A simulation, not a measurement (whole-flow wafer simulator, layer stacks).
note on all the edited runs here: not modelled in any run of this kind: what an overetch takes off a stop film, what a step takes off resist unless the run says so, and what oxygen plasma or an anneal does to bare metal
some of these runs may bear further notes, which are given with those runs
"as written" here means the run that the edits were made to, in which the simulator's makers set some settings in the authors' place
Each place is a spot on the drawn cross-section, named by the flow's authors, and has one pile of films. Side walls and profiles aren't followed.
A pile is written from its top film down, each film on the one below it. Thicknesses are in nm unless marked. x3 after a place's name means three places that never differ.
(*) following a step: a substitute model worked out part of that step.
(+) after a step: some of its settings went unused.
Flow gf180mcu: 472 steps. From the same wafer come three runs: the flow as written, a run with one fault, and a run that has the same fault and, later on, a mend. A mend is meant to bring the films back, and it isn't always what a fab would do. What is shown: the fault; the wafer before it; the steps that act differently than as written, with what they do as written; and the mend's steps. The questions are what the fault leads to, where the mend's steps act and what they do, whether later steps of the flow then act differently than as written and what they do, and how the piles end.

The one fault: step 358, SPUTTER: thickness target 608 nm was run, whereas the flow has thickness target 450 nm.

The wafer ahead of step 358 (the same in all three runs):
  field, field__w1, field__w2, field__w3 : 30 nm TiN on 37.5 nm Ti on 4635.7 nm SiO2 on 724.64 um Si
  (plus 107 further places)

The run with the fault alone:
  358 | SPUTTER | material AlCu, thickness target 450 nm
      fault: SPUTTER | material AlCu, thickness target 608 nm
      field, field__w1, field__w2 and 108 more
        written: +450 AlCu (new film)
        fault: +608 AlCu (new film)
  Steps later in the flow that act otherwise than as written:
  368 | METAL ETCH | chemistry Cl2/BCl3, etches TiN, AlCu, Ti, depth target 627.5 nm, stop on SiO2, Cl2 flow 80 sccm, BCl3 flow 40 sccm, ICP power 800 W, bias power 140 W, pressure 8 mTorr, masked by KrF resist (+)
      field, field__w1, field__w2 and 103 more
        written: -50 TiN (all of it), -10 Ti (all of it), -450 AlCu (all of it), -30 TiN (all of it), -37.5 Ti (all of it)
        fault: -50 TiN (all of it), -10 Ti (all of it), -567.5 AlCu
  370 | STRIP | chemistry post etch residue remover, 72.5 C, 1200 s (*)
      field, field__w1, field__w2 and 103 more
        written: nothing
        fault: -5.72 AlCu
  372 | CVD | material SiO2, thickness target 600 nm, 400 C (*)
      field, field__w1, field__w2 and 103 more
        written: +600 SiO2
        fault: +600 SiO2 (new film)
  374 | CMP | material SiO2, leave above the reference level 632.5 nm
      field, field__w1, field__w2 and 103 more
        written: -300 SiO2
        fault: -244.3 SiO2
  The piles end different from the flow's at field, field__w1, field__w2 and 109 more by more than 2% or 0.5 nm, whichever is larger.
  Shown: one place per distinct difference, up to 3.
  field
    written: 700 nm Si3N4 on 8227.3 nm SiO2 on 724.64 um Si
    fault: 700 nm Si3N4 on 3647.3 nm SiO2 on 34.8 nm AlCu on 30 nm TiN on 37.5 nm Ti on 4635.7 nm SiO2 on 724.64 um Si
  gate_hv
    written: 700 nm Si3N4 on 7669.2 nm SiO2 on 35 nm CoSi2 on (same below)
    fault: 700 nm Si3N4 on 3647.3 nm SiO2 on 34.8 nm AlCu on 30 nm TiN on 37.5 nm Ti on 4077.6 nm SiO2 on 35 nm CoSi2 on (same below)
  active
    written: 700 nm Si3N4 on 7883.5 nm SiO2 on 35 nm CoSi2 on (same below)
    fault: 700 nm Si3N4 on 3647.3 nm SiO2 on 34.8 nm AlCu on 30 nm TiN on 37.5 nm Ti on 4291.9 nm SiO2 on 35 nm CoSi2 on (same below)

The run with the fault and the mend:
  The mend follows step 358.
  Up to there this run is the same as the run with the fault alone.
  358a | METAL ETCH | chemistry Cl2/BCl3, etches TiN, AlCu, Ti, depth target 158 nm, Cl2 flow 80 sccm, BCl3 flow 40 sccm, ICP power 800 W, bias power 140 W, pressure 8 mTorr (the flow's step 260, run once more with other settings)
      field, field__w1, field__w2 and 108 more
        -158 AlCu
  Every later step of the flow that is run acts as written at every place that is followed.
  At every place that both follow, the piles at the end match the flow's.
